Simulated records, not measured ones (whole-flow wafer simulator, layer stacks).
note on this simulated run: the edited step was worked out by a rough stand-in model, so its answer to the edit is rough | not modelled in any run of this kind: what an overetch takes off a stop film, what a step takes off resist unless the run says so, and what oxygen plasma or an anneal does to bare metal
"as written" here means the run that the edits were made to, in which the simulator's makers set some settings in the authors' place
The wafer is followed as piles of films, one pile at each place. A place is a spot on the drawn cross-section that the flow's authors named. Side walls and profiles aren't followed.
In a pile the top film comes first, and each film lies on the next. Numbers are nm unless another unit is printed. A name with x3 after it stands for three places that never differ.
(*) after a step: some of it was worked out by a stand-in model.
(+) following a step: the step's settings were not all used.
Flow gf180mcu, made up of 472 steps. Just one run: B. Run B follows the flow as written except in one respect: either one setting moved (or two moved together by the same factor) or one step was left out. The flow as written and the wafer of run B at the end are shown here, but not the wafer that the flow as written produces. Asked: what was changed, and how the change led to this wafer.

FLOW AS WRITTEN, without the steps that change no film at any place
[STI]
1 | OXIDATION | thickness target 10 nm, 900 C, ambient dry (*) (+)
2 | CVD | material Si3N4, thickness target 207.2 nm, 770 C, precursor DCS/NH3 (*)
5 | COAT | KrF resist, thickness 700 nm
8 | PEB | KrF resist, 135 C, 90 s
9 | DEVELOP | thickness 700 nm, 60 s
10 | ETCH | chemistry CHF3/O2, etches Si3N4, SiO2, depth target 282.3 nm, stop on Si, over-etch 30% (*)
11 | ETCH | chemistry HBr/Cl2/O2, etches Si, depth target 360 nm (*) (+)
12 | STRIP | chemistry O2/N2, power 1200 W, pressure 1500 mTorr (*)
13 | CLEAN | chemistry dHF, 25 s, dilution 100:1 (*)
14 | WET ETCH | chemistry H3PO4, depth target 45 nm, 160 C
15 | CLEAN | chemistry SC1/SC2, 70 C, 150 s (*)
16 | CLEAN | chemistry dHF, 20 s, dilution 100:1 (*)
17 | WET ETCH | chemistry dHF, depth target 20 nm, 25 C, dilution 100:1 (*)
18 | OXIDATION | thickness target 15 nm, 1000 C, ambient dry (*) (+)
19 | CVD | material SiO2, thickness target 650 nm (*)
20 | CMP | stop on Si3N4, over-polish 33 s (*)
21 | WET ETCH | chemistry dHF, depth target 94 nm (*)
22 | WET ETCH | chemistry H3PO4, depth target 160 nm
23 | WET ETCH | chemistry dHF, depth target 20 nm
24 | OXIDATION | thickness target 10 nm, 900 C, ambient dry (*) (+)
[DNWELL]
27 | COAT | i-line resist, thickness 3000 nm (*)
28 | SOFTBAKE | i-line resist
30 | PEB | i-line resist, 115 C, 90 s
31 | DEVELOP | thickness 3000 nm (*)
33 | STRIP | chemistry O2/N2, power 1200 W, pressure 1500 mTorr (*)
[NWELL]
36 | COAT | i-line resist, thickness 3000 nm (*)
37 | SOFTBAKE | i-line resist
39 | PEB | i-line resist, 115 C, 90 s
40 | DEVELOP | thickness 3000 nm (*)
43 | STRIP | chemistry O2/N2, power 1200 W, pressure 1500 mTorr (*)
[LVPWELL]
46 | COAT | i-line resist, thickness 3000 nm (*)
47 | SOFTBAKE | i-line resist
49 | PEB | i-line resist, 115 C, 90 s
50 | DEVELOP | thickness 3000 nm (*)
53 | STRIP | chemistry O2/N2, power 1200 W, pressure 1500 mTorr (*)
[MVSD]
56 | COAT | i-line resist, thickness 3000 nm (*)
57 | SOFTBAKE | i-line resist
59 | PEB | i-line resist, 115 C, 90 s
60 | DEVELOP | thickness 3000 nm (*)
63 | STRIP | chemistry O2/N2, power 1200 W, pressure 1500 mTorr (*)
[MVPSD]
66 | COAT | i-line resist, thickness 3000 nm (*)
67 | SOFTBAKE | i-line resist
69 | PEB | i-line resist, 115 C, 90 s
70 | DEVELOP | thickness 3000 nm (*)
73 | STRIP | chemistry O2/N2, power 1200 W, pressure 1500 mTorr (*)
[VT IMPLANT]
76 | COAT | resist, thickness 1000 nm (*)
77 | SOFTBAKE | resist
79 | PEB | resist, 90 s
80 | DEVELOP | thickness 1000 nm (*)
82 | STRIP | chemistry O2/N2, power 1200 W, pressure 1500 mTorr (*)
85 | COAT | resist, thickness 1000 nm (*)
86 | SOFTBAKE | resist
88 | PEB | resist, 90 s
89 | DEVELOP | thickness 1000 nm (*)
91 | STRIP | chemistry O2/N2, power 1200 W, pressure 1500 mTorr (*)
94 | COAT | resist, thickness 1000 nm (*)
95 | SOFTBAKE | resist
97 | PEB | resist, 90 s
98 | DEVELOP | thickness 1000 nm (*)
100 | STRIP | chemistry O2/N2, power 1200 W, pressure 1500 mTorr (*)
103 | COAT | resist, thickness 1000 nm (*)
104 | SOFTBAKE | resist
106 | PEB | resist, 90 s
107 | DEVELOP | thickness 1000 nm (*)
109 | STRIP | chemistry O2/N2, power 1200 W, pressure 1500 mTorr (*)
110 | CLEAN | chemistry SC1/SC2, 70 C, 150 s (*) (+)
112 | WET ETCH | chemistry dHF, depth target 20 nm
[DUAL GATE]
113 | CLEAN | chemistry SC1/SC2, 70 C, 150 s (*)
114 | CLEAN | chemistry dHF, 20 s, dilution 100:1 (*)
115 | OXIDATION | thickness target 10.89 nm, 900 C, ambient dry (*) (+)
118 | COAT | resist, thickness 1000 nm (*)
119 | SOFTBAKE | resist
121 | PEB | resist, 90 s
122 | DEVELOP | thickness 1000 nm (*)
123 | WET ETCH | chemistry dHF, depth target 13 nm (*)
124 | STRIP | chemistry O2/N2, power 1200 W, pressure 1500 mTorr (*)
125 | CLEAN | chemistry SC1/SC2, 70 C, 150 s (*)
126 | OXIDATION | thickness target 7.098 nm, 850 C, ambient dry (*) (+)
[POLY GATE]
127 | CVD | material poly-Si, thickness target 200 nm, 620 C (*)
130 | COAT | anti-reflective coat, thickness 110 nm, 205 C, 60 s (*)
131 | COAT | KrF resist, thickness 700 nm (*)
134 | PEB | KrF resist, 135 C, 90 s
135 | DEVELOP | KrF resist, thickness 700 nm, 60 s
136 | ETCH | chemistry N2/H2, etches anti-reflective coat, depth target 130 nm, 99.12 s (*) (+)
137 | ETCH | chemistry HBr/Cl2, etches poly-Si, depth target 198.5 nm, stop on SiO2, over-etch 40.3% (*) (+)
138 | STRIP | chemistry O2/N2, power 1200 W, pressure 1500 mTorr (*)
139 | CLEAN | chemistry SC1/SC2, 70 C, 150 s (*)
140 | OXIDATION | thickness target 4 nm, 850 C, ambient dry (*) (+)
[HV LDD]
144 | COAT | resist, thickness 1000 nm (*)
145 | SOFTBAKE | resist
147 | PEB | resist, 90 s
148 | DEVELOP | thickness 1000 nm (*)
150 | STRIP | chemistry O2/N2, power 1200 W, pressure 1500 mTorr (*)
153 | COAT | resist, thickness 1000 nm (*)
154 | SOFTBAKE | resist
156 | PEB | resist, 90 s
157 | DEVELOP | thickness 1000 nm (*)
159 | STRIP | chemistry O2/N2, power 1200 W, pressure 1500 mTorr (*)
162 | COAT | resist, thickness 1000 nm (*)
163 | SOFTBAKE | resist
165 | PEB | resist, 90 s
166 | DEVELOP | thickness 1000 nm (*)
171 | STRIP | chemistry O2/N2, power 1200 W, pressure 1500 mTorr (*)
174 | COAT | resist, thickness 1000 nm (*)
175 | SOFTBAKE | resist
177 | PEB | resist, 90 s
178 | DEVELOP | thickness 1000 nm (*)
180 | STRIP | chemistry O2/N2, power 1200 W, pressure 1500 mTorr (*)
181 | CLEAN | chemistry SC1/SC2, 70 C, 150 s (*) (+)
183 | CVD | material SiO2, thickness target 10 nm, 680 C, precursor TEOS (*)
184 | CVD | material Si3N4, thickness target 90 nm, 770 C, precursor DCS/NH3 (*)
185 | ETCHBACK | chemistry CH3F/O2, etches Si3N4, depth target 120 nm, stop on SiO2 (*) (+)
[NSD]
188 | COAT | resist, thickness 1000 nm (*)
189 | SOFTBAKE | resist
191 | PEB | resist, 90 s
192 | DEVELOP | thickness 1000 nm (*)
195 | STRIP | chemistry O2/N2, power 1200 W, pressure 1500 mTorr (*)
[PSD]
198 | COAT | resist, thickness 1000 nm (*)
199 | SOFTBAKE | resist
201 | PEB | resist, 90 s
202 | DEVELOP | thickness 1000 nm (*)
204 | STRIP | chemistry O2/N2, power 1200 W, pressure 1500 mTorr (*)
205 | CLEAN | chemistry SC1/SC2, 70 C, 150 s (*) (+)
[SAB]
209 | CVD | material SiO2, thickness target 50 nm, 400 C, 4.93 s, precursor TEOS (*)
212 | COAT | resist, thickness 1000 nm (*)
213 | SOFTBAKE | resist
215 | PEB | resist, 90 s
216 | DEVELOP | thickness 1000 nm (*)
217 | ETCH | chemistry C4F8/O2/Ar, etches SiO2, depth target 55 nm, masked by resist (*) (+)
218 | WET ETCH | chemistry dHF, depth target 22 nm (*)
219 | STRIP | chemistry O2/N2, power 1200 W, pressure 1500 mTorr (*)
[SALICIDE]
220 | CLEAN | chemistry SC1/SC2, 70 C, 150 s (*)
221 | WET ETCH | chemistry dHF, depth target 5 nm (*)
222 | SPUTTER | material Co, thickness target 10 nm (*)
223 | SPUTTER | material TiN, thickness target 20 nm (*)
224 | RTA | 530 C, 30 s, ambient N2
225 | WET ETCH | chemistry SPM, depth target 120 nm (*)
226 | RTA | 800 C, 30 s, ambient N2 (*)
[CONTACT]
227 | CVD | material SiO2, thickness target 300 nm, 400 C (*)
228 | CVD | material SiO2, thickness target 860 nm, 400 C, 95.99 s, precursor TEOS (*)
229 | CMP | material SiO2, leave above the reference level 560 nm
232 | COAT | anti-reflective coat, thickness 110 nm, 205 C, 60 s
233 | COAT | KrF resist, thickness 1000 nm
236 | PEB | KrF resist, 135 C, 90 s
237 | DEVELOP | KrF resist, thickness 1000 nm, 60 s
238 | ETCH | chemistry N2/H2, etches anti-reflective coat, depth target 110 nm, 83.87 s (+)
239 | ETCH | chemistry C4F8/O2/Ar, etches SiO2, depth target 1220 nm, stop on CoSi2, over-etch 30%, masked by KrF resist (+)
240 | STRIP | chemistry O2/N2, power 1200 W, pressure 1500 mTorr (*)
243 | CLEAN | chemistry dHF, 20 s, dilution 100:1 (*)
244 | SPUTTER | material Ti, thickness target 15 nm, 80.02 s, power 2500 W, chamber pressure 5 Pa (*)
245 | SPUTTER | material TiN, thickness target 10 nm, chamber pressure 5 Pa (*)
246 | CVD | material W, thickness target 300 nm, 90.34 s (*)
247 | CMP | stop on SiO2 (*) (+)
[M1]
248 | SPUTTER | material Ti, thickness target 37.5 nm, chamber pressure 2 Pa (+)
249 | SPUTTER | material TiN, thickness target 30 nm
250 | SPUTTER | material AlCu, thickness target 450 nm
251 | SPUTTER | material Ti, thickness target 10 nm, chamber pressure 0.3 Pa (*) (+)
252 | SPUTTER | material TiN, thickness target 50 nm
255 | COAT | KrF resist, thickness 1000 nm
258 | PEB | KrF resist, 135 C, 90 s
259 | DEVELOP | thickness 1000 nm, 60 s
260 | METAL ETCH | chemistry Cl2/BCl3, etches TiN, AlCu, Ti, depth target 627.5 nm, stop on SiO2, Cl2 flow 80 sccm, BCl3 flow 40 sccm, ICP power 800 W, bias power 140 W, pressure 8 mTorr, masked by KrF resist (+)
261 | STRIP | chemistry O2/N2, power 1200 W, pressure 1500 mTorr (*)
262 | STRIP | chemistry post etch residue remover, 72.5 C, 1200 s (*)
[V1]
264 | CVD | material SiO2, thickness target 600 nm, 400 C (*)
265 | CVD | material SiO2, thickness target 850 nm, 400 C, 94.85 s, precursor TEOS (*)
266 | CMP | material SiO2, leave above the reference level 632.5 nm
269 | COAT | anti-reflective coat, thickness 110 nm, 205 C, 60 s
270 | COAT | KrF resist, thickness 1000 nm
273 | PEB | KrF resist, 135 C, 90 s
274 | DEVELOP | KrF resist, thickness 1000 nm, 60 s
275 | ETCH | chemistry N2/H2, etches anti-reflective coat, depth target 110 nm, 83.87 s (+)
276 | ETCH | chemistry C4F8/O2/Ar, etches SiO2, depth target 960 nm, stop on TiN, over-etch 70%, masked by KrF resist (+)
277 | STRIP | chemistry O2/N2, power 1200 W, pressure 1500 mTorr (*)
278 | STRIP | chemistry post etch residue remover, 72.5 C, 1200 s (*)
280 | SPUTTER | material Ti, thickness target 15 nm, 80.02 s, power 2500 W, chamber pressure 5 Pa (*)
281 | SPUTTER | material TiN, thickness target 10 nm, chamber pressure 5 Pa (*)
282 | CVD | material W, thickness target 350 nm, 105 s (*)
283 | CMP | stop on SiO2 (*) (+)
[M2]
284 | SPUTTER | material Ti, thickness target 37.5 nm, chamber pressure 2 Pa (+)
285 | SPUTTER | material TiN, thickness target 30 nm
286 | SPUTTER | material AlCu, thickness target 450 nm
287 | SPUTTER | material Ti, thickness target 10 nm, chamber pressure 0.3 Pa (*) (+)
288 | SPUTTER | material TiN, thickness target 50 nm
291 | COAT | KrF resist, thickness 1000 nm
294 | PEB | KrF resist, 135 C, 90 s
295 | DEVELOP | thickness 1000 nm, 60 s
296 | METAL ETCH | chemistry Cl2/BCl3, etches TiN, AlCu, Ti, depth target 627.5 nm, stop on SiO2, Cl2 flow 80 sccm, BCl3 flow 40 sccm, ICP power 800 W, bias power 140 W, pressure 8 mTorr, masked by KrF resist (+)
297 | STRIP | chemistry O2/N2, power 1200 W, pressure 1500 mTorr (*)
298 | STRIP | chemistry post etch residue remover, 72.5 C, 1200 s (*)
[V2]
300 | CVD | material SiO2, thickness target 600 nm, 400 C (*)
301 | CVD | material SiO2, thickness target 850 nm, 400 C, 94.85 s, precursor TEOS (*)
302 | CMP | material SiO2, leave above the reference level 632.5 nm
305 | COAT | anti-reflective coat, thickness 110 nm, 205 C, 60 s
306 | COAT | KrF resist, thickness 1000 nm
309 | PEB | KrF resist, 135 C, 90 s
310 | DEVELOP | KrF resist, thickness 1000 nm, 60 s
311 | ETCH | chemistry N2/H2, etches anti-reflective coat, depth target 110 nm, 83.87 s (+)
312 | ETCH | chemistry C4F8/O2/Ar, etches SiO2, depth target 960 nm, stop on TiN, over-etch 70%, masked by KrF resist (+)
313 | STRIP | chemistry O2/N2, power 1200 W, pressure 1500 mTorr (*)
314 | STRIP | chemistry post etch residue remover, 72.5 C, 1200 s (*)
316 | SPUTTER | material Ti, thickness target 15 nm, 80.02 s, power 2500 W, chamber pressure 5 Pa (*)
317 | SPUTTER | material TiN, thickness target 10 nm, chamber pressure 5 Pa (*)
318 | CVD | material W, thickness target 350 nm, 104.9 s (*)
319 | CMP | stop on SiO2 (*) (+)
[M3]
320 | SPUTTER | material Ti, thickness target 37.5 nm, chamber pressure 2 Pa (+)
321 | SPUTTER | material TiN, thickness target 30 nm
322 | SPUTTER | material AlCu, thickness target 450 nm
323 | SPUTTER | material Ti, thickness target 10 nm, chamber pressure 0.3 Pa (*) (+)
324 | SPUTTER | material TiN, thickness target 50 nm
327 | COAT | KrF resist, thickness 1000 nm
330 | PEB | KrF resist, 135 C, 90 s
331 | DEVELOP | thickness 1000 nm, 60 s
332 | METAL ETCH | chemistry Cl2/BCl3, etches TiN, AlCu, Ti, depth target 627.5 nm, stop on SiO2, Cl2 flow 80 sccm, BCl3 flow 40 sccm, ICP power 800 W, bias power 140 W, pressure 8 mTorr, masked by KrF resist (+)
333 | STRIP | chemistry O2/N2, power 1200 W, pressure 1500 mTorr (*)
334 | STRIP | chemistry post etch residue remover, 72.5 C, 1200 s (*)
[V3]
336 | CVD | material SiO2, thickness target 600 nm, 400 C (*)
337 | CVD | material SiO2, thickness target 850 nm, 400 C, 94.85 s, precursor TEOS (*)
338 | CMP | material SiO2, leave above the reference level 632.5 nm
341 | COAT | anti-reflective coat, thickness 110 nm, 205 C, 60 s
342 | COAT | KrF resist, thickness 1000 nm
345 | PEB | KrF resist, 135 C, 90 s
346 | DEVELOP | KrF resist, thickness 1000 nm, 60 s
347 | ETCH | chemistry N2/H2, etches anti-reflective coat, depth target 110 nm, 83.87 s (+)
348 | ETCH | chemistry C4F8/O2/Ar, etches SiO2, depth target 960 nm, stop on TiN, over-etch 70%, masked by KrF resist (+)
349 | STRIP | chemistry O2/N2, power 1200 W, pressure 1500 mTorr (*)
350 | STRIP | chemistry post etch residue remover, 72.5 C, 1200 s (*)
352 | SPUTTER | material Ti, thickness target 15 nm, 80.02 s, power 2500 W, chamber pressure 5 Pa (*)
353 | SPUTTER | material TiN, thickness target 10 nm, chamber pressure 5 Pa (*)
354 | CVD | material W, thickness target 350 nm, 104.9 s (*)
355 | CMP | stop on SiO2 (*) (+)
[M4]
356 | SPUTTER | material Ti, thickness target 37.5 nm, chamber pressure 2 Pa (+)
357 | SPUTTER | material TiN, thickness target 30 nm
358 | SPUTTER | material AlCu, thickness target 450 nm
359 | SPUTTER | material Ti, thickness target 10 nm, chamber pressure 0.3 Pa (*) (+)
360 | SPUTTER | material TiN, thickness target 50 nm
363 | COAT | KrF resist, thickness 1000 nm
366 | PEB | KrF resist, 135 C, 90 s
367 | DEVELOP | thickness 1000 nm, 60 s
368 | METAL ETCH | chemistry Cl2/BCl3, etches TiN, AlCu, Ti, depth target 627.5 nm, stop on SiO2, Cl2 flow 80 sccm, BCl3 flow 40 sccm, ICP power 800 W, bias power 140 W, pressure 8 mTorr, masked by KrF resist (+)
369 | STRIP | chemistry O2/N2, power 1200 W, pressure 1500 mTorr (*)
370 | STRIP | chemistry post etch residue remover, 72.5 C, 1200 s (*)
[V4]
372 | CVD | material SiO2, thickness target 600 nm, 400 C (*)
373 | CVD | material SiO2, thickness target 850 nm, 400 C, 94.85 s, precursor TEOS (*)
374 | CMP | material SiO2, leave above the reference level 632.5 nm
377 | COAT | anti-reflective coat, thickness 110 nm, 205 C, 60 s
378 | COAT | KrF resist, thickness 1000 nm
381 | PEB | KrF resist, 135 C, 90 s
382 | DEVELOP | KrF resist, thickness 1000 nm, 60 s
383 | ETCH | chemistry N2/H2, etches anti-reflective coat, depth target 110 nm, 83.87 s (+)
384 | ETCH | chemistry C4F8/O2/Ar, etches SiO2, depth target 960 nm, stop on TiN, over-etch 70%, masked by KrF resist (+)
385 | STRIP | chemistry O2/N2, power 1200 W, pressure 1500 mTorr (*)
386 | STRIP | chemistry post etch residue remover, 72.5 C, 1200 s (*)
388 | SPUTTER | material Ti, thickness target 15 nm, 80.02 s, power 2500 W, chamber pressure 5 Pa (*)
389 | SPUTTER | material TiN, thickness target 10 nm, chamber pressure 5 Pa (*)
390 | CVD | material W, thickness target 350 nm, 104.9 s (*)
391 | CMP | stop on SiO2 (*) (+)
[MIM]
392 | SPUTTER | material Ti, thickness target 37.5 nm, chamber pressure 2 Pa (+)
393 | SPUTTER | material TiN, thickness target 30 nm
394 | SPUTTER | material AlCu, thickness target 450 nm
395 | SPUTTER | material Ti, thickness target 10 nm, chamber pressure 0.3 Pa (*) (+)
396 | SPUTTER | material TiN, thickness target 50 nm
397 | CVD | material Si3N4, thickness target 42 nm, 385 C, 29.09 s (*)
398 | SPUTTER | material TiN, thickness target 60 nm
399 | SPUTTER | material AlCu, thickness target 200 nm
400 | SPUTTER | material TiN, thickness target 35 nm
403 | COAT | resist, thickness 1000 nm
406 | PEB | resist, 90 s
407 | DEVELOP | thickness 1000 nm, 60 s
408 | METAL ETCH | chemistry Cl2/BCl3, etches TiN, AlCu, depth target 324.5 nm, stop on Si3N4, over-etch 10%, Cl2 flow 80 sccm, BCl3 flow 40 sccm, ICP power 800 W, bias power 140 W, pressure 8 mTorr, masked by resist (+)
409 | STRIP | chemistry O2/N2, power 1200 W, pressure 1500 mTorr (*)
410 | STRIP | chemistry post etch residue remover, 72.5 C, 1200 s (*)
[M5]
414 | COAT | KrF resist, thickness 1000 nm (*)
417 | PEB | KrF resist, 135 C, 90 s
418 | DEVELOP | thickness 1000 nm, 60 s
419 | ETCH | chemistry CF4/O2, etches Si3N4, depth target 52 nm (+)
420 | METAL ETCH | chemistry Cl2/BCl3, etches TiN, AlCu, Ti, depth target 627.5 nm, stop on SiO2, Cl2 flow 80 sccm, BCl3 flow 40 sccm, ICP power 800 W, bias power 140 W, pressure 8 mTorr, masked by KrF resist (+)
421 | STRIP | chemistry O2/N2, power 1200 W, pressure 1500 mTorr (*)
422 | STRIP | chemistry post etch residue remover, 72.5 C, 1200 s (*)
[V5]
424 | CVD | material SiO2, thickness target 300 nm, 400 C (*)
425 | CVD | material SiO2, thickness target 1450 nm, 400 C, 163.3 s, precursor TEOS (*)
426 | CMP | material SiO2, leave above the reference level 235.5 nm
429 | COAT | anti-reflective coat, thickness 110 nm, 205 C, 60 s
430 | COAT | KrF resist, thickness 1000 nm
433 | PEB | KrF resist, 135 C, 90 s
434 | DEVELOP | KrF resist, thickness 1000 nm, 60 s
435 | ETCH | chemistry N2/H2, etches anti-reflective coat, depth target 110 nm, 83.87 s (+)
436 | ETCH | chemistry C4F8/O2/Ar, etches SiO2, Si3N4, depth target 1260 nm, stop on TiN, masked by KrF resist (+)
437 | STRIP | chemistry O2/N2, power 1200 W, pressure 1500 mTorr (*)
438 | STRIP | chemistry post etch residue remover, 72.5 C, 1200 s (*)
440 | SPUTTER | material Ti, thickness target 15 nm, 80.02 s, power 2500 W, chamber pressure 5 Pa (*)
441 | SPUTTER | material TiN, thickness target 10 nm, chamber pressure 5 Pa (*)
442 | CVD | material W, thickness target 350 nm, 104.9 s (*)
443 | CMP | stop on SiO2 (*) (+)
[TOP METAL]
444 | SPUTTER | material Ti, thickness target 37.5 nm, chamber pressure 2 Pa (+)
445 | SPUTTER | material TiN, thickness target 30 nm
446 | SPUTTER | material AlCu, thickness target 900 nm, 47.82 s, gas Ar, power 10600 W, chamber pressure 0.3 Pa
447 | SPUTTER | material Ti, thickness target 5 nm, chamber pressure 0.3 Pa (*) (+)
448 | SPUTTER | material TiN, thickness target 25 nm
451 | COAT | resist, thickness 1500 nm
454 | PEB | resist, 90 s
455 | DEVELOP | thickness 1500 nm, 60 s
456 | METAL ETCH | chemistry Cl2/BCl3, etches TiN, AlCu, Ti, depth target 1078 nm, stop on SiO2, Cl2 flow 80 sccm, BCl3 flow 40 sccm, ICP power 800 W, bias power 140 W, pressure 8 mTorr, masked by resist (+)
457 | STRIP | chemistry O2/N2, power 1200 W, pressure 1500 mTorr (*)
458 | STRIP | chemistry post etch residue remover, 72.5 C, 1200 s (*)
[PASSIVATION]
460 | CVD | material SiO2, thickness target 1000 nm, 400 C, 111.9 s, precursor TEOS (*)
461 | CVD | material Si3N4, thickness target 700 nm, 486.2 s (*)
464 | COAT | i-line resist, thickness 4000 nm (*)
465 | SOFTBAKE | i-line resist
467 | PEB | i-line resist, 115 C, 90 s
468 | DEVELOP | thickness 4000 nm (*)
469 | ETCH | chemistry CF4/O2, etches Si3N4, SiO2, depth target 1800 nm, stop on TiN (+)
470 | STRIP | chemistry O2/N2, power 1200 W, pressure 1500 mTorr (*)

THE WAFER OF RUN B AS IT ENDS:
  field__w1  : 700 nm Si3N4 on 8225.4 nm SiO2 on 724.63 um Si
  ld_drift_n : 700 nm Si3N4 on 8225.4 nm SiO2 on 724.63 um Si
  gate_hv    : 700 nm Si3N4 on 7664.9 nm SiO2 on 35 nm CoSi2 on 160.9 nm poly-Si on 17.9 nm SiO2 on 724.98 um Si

The reason: step 126, OXIDATION: 907 C was run, though the flow has 850 C.

The path from the change to this, step by step:
  126 | OXIDATION | thickness target 7.098 nm, 850 C, ambient dry (*) (+)
      gate_hv, active_hv, active_nat and 25 more: +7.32 SiO2, -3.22 Si (as written it would have been: +3.72 SiO2, -1.64 Si)
      ld_fp_n, ld_drift_n, ld_fp_p and 13 more: +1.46 SiO2, -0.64 Si (as written it would have been: +0.52 SiO2, -0.23 Si)
      (as well as at 48 more places)
  189 | SOFTBAKE | resist
      nw_enc_fld_lv__w3: -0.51 resist (as written it would have been: +0.35 resist)
      active_nat: +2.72 resist (as written it would have been: +1.71 resist)
  199 | SOFTBAKE | resist
      nw_enc_fld_lv__w3: -0.51 resist (as written it would have been: +0.35 resist)
      active_nat: +2.72 resist (as written it would have been: +1.71 resist)
  218 | WET ETCH | chemistry dHF, depth target 22 nm (*)
      active, p_well, sd_n, iso_ptap_pw, iso_ntap_nw, iso_ptap_sub, vpnp_e: -14.1 SiO2 (all of it) (as written it would have been: -9.01 SiO2 (all of it))
      ldn_tap, ldn_src, ldn_drn, ldp_tap, ldp_src, ldp_drn, ldp_gr: -19.6 SiO2 (all of it) (as written it would have been: -16 SiO2 (all of it))
      (as well as at 9 more places)
